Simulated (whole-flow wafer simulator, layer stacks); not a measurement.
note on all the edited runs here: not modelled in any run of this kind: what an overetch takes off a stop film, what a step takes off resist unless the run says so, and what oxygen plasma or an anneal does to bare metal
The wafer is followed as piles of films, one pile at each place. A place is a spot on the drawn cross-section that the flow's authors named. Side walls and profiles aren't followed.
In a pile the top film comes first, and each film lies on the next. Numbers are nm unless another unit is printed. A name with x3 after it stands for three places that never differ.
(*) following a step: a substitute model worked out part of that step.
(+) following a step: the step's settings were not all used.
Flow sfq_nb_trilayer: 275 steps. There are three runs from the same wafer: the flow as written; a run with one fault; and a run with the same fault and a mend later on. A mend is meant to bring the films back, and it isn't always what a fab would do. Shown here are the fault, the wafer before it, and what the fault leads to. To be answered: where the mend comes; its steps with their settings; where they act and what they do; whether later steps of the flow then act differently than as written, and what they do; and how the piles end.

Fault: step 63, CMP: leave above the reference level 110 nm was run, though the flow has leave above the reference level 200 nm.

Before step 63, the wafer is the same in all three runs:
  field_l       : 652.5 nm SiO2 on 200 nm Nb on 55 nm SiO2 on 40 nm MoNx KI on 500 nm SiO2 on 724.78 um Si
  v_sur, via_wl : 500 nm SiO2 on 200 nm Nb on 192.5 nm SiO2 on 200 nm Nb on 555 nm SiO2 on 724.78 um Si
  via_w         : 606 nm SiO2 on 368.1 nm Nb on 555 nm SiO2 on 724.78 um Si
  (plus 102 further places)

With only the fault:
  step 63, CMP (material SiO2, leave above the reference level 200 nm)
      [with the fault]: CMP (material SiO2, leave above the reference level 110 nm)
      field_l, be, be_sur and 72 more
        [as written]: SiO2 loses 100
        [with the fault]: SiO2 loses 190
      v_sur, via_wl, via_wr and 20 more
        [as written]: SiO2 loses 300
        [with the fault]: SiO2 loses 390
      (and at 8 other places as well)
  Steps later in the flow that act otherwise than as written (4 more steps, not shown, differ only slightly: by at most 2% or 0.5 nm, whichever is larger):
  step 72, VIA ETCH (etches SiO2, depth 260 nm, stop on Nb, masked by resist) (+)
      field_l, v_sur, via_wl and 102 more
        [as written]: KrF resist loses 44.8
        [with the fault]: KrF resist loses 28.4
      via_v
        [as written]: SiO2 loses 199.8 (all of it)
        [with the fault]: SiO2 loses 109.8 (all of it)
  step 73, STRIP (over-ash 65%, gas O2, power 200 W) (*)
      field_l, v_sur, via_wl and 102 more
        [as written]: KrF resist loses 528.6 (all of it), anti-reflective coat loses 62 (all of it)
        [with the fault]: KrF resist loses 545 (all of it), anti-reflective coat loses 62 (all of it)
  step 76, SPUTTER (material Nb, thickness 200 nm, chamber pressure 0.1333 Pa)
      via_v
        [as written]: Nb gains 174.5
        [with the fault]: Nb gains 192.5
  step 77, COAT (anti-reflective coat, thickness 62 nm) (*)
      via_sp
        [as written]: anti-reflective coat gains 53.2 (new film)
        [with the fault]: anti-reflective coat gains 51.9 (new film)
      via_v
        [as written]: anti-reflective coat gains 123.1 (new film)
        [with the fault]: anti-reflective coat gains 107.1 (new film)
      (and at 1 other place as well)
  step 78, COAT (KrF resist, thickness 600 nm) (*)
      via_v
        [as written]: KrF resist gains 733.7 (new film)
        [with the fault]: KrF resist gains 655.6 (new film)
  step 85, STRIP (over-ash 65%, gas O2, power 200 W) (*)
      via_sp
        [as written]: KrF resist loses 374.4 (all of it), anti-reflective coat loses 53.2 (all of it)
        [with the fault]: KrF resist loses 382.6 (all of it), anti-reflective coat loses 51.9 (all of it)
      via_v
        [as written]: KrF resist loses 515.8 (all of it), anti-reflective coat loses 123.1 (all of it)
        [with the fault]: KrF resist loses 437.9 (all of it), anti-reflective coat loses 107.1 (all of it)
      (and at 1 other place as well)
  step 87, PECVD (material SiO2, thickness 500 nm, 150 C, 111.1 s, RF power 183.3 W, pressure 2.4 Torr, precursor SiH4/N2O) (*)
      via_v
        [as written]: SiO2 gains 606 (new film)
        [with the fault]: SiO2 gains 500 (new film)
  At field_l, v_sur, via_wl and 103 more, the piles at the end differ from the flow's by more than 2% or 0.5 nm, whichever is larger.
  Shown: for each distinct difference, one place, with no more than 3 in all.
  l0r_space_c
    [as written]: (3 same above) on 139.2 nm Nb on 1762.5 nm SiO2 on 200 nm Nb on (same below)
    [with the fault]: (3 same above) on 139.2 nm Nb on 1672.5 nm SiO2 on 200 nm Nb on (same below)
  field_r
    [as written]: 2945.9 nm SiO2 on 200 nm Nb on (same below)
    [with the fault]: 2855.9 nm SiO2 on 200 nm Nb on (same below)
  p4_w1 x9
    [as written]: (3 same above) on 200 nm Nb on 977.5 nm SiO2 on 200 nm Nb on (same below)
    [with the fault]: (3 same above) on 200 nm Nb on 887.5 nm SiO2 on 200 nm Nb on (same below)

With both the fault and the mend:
  The mend stands after step 70.
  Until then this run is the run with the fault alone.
  step 70a, STRIP (over-ash 65%, gas O2, power 200 W) (*)
      field_l, v_sur, via_wl and 102 more
        KrF resist loses 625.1 (all of it), anti-reflective coat loses 62 (all of it)
      via_v
        anti-reflective coat loses 62 (all of it)
  step 70b, PECVD (material SiO2, thickness 90 nm, 150 C, 20 s, RF power 183.3 W, pressure 2.4 Torr, precursor SiH4/N2O) (the flow's step 62, run once more with other settings)
      field_l, v_sur, via_wl and 103 more
        SiO2 gains 90
  step 70c, COAT (anti-reflective coat, thickness 62 nm) (the flow's step 65, run once more)
      field_l, v_sur, via_wl and 103 more
        anti-reflective coat gains 62 (new film)
  step 70d, COAT (KrF resist, thickness 650 nm) (the flow's step 66, run once more)
      field_l, v_sur, via_wl and 103 more
        KrF resist gains 650 (new film)
  step 70e, SOFTBAKE (KrF resist) (the flow's step 67, run once more)
      leaves every film unchanged at each place that is followed
  step 70f, EXPOSE (photomask I1, dose 11.91 mJ/cm2, NA 0.6, wavelength 248 nm) (*) (the flow's step 68, run once more)
      leaves every film unchanged at each place that is followed
  step 70g, PEB (KrF resist, 90 s) (the flow's step 69, run once more)
      field_l, v_sur, via_wl and 103 more
        KrF resist loses 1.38
  step 70h, DEVELOP (KrF resist, thickness 650 nm, 60 s) (the flow's step 70, run once more)
      field_l, v_sur, via_wl and 102 more
        KrF resist loses 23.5
      via_v
        KrF resist loses 648.6 (all of it)
  None of the later steps of the flow differs from how it acts as written, at any place that is followed, by more than 2% or 0.5 nm, whichever is larger.
  At the end the piles are close to the flow's at the places that both follow, differing by at most 2% or 0.5 nm, whichever is larger.
